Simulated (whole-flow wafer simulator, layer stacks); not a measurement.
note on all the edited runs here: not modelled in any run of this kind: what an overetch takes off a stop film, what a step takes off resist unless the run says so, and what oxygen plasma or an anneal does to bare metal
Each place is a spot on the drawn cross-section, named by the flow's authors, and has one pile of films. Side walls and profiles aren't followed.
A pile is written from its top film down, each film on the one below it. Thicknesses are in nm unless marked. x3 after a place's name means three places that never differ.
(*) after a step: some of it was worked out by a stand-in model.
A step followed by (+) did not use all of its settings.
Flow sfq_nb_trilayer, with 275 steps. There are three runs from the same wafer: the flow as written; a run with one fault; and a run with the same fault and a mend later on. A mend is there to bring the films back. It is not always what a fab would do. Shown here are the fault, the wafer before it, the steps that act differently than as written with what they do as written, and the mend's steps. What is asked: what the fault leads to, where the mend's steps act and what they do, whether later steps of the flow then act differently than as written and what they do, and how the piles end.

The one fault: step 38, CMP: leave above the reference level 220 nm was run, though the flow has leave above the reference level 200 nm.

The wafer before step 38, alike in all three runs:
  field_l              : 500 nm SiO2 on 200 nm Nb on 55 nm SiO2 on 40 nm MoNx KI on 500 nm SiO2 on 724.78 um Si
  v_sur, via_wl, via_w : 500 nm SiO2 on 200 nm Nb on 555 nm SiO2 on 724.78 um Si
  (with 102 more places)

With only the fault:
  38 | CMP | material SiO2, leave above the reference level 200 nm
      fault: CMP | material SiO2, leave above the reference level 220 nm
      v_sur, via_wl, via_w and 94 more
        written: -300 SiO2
        fault: -280 SiO2
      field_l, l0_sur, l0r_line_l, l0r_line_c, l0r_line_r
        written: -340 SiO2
        fault: -320 SiO2
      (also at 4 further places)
  Later steps of the flow acting differently than as written (3 more steps, not shown, differ only slightly: by at most 2% or 0.5 nm, whichever is larger):
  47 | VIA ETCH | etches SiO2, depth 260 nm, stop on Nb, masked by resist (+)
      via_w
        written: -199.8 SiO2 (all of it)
        fault: -219.8 SiO2 (all of it)
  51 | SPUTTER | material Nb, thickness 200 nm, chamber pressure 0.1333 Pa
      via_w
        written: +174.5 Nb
        fault: +170.8 Nb
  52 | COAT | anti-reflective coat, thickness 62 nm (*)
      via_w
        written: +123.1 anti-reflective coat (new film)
        fault: +127.2 anti-reflective coat (new film)
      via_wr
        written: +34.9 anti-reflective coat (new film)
        fault: +33.7 anti-reflective coat (new film)
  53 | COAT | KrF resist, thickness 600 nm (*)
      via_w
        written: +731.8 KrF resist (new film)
        fault: +748.1 KrF resist (new film)
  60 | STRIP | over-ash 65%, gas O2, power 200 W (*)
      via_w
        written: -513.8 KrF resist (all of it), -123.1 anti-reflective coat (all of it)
        fault: -530.1 KrF resist (all of it), -127.2 anti-reflective coat (all of it)
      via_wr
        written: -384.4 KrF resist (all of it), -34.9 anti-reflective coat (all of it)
        fault: -383.1 KrF resist (all of it), -33.7 anti-reflective coat (all of it)
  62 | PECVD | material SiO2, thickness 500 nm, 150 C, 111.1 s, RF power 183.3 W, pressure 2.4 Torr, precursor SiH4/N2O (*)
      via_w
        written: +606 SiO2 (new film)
        fault: +629.8 SiO2 (new film)
  By the end, the piles at v_sur, via_wl, via_w and 30 more depart from the flow's by more than 2% or 0.5 nm, whichever is larger.
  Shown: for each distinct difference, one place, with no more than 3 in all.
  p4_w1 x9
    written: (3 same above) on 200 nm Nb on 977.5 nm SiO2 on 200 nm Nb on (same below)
    fault: (3 same above) on 200 nm Nb on 997.5 nm SiO2 on 200 nm Nb on (same below)
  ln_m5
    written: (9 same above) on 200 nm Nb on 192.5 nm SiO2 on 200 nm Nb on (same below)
    fault: (9 same above) on 200 nm Nb on 212.5 nm SiO2 on 200 nm Nb on (same below)
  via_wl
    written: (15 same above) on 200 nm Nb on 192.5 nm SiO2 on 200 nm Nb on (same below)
    fault: (15 same above) on 200 nm Nb on 212.5 nm SiO2 on 200 nm Nb on (same below)

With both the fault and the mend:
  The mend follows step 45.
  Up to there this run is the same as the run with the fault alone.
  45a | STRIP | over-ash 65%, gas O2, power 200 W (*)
      field_l, v_sur, via_wl and 102 more
        -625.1 KrF resist (all of it), -62 anti-reflective coat (all of it)
      via_w
        -62 anti-reflective coat (all of it)
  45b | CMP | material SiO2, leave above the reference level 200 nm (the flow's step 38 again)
      field_l, v_sur, via_wl and 103 more
        -20 SiO2
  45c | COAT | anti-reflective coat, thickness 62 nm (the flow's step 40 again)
      field_l, v_sur, via_wl and 103 more
        +62 anti-reflective coat (new film)
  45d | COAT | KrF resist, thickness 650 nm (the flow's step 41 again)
      field_l, v_sur, via_wl and 103 more
        +650 KrF resist (new film)
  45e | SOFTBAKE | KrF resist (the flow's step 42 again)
      alters no film at any place that is followed
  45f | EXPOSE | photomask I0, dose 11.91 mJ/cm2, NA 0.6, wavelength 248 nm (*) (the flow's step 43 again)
      alters no film at any place that is followed
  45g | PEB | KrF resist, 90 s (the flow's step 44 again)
      field_l, v_sur, via_wl and 103 more
        -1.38 KrF resist
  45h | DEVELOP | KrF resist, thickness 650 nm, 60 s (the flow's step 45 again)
      field_l, v_sur, via_wl and 102 more
        -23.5 KrF resist
      via_w
        -648.6 KrF resist (all of it)
  Later steps of the flow that are run all act as written at every place that is followed.
  The piles end the same as the flow's at every place that both follow.
